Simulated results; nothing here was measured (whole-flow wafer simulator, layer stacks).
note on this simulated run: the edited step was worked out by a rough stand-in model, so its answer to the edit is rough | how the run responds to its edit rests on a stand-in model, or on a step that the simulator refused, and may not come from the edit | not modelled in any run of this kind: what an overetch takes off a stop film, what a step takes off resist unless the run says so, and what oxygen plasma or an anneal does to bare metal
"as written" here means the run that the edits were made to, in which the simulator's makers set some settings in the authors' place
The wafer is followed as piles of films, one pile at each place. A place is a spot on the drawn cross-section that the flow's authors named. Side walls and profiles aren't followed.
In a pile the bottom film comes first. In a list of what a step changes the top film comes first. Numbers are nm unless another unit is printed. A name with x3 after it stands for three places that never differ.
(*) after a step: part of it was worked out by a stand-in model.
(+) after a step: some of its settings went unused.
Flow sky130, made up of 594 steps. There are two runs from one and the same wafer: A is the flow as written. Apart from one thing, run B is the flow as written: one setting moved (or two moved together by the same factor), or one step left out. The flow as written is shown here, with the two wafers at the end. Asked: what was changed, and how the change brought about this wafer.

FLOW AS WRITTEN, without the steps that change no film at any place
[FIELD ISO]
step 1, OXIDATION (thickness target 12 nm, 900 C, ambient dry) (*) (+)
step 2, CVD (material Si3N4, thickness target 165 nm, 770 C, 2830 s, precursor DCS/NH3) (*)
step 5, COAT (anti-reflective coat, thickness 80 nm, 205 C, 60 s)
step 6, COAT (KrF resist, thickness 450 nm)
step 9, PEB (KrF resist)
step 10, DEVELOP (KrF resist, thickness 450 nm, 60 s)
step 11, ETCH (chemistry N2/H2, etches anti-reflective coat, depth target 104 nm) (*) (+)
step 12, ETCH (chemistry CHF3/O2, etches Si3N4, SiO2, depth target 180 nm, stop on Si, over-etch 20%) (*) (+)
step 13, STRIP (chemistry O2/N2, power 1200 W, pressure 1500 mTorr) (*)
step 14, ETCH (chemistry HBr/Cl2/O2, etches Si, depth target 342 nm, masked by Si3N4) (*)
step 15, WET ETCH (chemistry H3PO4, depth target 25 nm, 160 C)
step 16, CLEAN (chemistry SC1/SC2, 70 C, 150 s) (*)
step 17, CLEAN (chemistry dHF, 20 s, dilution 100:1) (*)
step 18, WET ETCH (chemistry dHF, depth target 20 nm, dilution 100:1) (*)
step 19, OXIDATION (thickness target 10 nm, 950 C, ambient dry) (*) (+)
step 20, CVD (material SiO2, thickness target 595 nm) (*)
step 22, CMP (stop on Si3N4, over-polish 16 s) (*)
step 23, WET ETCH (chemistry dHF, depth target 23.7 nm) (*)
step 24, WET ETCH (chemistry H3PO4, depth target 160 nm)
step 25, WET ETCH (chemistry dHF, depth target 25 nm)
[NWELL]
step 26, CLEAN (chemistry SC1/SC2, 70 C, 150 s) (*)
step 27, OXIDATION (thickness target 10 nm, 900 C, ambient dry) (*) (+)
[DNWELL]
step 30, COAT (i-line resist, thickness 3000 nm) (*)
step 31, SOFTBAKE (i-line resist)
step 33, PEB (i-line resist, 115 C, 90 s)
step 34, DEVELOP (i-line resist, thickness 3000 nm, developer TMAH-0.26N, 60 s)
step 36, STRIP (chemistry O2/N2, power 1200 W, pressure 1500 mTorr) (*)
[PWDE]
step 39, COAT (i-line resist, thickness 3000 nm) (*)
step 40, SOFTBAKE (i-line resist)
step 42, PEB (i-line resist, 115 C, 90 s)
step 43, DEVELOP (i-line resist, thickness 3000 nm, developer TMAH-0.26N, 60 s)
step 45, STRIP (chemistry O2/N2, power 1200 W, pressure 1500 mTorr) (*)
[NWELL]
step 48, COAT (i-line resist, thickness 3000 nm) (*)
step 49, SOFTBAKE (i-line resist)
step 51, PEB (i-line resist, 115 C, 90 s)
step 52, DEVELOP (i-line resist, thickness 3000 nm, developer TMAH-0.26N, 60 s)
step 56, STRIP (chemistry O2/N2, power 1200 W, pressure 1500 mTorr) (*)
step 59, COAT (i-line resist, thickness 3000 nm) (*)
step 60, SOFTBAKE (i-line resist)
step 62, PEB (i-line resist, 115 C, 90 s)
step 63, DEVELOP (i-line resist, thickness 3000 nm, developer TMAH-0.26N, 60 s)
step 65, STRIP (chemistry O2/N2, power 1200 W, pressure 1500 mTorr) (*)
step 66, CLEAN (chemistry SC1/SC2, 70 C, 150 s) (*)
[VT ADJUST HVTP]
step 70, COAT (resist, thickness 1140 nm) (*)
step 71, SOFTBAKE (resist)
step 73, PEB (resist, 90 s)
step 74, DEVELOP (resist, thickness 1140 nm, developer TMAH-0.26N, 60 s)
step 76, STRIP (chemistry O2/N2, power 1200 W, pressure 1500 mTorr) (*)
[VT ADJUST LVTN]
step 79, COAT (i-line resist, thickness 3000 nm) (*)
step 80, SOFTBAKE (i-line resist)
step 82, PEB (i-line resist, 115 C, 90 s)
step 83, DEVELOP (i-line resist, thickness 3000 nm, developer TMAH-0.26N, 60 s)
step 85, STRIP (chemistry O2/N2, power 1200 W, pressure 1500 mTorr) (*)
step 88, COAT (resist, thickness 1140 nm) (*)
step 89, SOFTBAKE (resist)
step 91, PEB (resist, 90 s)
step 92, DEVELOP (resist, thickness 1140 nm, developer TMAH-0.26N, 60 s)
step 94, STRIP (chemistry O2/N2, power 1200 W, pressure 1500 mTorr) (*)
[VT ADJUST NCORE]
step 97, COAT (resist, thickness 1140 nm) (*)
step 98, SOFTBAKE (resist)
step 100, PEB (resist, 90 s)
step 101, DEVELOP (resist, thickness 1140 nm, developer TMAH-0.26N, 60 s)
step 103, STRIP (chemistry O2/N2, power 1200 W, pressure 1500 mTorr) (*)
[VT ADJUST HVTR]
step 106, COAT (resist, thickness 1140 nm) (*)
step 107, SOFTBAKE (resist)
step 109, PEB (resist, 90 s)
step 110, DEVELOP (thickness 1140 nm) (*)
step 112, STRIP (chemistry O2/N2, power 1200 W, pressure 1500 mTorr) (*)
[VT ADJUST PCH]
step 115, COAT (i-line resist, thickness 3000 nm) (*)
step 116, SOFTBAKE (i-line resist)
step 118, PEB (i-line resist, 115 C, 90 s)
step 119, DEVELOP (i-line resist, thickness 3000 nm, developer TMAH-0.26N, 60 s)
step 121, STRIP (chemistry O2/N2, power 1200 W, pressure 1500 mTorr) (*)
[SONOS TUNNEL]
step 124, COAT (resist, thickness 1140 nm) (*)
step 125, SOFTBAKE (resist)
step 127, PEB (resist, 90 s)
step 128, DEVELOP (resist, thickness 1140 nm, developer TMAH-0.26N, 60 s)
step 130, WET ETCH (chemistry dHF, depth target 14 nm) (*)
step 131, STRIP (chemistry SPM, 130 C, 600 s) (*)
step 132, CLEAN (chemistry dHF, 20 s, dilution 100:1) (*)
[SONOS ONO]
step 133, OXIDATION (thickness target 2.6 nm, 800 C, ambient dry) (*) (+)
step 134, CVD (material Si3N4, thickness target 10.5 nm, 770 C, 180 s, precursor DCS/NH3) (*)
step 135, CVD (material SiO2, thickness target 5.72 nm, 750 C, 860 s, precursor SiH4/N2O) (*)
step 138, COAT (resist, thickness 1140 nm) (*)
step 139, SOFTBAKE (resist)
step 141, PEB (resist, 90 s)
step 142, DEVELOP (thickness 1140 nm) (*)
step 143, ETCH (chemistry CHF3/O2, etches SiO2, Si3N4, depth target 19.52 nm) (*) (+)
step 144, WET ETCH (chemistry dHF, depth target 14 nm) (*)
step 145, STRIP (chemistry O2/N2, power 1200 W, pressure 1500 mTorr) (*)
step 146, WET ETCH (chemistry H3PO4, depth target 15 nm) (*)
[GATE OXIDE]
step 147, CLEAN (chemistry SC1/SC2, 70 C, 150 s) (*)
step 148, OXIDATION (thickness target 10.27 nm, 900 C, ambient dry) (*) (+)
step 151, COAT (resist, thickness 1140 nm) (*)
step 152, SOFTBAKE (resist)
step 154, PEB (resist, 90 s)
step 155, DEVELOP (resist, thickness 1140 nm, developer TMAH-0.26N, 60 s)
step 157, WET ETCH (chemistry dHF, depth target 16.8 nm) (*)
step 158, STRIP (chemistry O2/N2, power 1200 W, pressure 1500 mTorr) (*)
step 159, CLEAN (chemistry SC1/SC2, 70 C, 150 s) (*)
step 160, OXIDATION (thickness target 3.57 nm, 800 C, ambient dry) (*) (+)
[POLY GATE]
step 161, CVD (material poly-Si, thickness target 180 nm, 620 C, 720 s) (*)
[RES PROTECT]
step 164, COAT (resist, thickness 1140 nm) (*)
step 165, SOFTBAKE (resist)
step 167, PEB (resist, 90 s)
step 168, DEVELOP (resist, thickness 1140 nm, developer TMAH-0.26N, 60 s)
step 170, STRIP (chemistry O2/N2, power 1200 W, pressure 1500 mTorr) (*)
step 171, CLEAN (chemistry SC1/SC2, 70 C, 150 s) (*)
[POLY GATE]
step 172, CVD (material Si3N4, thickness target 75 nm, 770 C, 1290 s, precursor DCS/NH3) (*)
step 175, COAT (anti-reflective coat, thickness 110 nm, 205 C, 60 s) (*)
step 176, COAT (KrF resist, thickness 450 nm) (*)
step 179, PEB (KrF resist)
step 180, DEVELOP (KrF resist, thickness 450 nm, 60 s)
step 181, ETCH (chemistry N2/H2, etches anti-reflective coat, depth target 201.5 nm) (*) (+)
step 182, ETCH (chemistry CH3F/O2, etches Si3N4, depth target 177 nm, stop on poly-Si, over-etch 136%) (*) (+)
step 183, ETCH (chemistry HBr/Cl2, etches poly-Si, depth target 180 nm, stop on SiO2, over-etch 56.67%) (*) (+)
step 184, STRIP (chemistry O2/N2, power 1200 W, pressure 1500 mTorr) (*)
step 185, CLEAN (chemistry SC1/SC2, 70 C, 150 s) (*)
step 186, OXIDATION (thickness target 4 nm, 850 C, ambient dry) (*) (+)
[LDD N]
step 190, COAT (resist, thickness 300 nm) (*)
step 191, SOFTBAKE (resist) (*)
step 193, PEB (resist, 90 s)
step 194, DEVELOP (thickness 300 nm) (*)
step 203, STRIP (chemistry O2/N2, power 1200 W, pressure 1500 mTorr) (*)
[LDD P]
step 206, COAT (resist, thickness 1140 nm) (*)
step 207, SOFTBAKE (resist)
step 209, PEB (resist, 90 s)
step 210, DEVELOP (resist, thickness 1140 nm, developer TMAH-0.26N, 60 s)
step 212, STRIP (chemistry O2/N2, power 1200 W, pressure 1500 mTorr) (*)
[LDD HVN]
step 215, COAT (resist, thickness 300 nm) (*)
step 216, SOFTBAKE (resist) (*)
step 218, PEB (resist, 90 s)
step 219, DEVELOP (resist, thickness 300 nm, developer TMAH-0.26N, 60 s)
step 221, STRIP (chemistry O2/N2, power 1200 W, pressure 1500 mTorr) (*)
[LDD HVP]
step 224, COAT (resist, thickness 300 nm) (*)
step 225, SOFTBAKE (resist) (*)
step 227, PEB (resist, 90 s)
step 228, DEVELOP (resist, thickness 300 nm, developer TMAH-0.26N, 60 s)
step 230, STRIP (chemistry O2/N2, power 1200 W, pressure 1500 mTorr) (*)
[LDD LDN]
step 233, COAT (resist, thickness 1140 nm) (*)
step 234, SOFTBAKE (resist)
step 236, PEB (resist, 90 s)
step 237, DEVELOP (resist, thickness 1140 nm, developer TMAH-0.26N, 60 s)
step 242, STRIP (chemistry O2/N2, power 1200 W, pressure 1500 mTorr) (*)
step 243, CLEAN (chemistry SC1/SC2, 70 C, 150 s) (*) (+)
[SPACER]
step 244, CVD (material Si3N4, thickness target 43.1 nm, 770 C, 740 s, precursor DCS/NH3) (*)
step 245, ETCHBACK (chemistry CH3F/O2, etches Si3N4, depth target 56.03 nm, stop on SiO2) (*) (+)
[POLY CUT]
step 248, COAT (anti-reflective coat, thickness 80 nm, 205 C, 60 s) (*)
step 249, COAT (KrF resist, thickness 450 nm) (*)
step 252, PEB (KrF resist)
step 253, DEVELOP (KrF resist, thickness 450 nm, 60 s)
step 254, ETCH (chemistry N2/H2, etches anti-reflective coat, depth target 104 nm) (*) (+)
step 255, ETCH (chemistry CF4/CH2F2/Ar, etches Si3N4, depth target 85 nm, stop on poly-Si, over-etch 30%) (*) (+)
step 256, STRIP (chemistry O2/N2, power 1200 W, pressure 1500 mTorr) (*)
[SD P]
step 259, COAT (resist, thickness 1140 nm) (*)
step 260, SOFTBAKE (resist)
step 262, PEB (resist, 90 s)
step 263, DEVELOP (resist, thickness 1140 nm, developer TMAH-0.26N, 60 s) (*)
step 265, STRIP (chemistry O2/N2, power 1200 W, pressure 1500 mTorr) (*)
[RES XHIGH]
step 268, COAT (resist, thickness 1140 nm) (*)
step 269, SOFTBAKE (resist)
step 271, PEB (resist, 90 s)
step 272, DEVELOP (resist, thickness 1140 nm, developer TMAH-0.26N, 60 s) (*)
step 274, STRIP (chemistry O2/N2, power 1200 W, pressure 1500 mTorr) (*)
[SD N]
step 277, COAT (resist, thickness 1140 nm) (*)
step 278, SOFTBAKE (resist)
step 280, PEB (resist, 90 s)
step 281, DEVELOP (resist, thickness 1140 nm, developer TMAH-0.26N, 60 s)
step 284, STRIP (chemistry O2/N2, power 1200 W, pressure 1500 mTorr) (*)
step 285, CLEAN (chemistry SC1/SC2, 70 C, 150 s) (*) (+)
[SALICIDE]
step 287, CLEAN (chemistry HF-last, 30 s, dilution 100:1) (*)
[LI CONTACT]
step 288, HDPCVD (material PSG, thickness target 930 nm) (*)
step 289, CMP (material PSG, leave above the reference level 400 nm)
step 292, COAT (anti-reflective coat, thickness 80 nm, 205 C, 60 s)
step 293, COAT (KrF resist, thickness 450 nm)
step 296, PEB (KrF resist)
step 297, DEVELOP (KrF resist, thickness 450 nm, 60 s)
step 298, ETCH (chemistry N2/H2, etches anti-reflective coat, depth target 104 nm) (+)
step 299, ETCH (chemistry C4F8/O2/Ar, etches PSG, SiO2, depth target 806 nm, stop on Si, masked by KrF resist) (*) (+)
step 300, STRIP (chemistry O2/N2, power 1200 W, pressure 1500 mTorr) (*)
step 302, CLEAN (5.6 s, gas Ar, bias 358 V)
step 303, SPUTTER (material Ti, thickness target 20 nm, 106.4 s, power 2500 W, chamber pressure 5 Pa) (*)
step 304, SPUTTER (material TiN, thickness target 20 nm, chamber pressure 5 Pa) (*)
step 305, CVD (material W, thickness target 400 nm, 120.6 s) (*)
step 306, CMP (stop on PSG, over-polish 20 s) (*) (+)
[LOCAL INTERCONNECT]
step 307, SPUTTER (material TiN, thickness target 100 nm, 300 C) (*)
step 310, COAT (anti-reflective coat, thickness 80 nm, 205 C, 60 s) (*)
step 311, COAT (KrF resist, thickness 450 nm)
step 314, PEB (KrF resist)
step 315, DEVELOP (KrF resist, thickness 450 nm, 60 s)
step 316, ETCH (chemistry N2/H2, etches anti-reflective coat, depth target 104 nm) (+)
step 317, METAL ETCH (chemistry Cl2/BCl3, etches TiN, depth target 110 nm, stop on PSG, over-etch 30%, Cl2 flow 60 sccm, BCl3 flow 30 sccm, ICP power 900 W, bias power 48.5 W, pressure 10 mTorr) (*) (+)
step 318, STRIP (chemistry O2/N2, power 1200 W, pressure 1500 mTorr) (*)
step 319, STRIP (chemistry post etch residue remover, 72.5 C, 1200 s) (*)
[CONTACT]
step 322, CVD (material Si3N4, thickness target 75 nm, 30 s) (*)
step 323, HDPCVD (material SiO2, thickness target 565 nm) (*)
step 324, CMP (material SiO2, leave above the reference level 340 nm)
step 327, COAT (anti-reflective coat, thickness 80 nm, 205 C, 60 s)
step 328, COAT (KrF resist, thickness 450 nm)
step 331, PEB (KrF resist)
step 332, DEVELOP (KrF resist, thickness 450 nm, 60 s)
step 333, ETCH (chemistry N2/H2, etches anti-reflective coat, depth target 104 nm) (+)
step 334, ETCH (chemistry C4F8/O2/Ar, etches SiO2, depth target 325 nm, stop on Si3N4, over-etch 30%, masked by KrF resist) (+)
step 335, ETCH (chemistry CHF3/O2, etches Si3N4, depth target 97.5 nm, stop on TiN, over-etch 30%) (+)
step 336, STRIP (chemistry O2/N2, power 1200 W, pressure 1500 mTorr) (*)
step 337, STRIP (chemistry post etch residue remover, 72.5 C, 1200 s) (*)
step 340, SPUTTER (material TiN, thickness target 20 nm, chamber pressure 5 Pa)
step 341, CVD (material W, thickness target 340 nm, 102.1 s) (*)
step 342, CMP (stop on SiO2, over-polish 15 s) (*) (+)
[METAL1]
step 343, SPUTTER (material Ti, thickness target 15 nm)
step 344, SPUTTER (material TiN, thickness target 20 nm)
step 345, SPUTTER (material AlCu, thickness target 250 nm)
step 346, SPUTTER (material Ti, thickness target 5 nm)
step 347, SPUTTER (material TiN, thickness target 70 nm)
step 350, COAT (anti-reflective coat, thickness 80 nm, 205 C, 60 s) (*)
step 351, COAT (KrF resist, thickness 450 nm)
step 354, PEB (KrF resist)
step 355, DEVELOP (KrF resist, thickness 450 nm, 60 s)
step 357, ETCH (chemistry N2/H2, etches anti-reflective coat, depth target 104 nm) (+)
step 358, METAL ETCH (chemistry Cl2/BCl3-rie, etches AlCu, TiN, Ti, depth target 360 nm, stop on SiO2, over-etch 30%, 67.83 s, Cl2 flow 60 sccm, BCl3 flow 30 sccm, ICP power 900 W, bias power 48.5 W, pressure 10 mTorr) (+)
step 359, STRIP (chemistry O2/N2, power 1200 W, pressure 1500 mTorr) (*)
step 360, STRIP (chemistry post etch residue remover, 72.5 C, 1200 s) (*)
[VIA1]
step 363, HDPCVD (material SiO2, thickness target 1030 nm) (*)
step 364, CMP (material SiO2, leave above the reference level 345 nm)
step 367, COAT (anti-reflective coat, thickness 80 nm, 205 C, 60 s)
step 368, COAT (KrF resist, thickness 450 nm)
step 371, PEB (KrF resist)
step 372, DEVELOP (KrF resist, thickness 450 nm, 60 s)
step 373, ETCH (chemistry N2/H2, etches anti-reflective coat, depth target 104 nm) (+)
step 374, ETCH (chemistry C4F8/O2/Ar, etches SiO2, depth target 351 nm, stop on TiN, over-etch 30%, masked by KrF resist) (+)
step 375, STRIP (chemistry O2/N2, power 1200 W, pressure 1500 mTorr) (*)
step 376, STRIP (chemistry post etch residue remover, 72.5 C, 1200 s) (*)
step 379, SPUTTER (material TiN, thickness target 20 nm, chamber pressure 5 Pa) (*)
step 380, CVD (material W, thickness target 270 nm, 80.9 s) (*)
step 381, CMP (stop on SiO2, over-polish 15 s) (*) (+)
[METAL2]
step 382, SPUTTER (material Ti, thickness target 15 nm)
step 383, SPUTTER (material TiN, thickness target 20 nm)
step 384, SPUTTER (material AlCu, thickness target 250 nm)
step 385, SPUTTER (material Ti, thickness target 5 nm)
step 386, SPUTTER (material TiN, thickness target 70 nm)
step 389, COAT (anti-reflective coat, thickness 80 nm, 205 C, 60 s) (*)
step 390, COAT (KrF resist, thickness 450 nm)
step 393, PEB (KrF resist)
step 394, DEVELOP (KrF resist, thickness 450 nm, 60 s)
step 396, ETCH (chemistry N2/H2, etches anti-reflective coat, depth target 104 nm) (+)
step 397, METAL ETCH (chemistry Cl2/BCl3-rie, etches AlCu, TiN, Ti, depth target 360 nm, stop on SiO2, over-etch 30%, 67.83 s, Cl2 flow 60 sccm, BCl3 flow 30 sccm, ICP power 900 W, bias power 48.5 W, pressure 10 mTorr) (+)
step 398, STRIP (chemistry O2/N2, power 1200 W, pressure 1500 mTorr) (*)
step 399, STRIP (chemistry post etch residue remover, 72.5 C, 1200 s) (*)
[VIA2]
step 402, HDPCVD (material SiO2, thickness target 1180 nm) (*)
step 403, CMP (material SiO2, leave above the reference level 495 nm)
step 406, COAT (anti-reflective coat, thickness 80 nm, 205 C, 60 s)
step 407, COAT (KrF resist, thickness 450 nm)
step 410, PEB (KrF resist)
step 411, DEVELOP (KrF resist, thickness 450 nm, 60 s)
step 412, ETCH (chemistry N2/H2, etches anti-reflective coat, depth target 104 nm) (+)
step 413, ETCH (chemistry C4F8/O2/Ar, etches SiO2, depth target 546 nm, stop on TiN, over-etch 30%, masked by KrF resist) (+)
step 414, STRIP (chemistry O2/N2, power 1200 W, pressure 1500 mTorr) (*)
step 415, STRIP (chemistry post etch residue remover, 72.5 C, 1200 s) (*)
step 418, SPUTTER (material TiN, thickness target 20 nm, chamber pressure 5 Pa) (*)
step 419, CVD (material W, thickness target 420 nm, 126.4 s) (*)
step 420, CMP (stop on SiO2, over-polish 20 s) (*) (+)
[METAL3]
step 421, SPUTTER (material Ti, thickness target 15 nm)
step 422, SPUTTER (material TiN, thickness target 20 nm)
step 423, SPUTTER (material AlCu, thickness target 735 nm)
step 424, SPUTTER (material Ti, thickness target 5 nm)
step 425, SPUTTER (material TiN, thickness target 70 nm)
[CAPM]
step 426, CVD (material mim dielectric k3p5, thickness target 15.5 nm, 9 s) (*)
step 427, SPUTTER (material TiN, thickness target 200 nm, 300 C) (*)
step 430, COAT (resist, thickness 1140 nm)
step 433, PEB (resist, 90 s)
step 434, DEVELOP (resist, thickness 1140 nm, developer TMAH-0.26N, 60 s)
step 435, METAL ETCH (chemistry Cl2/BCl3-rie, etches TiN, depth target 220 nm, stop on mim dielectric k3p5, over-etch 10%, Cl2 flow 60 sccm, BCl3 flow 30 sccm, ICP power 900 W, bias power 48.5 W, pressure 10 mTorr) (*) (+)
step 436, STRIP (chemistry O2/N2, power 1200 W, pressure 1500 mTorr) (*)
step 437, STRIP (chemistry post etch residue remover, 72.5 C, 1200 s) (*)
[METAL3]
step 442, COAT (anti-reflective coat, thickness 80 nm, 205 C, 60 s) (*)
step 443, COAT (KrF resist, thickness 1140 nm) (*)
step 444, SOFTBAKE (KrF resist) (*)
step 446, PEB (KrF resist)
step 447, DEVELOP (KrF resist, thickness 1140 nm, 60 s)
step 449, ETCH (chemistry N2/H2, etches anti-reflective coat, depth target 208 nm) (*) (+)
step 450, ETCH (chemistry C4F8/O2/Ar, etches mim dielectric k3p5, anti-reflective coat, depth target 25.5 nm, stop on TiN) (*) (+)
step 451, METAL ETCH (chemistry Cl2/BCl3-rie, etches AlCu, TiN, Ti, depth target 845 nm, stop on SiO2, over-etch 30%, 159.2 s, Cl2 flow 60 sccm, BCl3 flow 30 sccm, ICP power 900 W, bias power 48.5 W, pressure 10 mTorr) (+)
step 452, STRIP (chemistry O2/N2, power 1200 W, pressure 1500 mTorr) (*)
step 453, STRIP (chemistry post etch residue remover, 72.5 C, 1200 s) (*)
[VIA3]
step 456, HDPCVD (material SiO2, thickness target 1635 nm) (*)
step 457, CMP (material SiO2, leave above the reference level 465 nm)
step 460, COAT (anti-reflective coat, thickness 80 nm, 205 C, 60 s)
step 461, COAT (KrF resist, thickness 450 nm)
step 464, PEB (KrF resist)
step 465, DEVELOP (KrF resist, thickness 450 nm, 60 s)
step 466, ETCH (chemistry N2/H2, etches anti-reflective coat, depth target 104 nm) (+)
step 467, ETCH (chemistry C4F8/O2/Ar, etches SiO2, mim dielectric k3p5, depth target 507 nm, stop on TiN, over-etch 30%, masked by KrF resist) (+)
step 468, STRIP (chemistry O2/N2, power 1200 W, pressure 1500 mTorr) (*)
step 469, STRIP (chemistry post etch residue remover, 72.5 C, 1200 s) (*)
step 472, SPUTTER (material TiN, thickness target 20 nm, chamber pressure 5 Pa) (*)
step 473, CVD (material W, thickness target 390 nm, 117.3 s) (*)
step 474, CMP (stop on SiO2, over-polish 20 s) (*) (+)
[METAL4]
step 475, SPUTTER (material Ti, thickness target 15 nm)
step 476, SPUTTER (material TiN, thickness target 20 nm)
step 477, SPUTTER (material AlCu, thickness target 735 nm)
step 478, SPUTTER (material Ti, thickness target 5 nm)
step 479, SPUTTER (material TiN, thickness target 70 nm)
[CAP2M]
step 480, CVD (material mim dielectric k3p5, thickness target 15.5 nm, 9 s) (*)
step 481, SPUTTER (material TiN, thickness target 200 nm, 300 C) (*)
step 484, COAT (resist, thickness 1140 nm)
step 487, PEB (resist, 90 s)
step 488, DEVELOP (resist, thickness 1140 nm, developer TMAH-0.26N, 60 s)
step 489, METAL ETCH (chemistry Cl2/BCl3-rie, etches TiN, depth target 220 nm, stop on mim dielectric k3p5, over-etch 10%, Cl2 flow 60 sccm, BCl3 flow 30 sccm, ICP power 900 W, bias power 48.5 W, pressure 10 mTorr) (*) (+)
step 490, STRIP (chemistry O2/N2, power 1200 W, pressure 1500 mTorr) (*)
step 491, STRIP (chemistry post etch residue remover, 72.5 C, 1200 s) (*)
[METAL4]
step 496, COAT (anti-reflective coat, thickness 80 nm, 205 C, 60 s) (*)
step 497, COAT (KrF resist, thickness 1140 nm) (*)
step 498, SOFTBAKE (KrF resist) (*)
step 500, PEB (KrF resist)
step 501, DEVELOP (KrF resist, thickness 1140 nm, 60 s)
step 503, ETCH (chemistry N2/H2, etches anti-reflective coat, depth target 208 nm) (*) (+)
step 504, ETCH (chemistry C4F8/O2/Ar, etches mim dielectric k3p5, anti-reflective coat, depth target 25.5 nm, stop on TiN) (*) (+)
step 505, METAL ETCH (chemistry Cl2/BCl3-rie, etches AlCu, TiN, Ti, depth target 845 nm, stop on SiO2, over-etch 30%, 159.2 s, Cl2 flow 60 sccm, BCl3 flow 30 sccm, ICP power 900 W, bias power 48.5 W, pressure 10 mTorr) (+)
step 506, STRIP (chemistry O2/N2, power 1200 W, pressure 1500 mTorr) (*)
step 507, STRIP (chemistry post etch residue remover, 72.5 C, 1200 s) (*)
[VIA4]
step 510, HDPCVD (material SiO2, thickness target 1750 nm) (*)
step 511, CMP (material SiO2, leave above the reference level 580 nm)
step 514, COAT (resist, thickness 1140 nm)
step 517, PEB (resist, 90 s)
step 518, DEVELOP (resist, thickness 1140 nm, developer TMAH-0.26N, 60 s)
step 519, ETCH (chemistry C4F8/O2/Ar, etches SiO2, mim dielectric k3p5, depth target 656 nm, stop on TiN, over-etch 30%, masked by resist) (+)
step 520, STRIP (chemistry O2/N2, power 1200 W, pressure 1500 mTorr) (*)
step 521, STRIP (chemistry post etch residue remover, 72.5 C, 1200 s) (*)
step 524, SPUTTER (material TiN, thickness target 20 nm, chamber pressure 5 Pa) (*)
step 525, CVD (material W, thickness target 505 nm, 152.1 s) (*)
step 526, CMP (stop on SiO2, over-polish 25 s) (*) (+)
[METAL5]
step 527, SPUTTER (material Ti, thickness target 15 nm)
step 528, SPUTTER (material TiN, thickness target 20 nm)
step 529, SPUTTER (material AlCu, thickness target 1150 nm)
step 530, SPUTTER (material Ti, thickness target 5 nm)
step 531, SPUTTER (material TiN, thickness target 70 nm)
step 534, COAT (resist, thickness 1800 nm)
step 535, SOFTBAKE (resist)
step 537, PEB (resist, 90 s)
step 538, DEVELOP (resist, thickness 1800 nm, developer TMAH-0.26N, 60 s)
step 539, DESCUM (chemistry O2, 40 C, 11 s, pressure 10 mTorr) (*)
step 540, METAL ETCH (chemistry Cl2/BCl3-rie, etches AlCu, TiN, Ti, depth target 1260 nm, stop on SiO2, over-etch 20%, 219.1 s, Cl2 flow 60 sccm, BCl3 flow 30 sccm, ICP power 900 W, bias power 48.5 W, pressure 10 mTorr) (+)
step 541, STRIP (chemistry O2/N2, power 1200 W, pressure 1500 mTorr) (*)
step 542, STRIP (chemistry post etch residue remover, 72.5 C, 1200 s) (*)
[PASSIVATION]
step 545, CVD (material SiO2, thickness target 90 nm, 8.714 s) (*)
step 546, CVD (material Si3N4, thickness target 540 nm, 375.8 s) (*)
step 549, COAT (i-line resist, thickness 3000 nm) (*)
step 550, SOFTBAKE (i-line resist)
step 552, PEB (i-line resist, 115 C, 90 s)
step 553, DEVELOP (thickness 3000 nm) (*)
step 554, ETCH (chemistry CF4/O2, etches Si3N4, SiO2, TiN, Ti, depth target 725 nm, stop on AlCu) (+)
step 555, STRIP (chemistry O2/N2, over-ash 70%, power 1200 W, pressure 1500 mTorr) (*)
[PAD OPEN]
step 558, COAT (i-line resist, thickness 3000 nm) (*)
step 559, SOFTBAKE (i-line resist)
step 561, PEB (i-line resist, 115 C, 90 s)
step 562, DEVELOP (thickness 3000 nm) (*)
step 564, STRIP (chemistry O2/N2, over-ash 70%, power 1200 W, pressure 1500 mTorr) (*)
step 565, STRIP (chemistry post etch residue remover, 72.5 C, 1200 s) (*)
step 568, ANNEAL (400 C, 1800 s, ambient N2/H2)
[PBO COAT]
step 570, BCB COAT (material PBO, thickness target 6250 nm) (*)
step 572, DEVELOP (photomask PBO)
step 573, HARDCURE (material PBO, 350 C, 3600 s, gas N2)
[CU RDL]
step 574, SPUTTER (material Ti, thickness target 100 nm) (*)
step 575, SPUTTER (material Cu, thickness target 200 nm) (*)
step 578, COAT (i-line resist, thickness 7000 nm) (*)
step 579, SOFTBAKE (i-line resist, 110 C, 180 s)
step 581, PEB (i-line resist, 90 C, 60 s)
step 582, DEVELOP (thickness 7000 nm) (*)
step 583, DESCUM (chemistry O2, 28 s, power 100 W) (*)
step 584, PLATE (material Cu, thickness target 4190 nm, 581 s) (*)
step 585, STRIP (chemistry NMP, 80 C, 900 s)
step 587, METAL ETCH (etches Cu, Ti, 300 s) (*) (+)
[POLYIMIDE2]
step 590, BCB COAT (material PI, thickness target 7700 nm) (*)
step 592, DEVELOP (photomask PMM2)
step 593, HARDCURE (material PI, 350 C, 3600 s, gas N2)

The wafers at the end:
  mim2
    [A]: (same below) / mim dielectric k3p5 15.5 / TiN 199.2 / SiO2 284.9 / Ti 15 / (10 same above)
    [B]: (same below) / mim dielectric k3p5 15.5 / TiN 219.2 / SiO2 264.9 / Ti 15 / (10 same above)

The reason: step 481, SPUTTER: thickness target 220 nm was run, though the flow has thickness target 200 nm.

Step by step, how the change led to this:
  step 481, SPUTTER (material TiN, thickness target 200 nm, 300 C) (*)
      field, active, n_well and 189 more: A TiN gains 200 (new film) | B TiN gains 220 (new film)
  step 489, METAL ETCH (chemistry Cl2/BCl3-rie, etches TiN, depth target 220 nm, stop on mim dielectric k3p5, over-etch 10%, Cl2 flow 60 sccm, BCl3 flow 30 sccm, ICP power 900 W, bias power 48.5 W, pressure 10 mTorr) (*) (+)
      field, active, n_well and 188 more: A TiN loses 200 (all of it) | B TiN loses 220 (all of it)
  step 496, COAT (anti-reflective coat, thickness 80 nm, 205 C, 60 s) (*)
      iso_guard__w2: A anti-reflective coat gains 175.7 (new film) | B anti-reflective coat gains 188.2 (new film)
      mim2: A anti-reflective coat gains 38 (new film) | B anti-reflective coat gains 42.2 (new film)
  step 506, STRIP (chemistry O2/N2, power 1200 W, pressure 1500 mTorr) (*)
      iso_guard__w2: A KrF resist loses 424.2 (all of it), anti-reflective coat loses 175.7 (all of it) | B KrF resist loses 416.1 (all of it), anti-reflective coat loses 188.2 (all of it)
      mim2: A KrF resist loses 368.7 (all of it), anti-reflective coat loses 38 (all of it) | B KrF resist loses 350 (all of it), anti-reflective coat loses 42.2 (all of it)
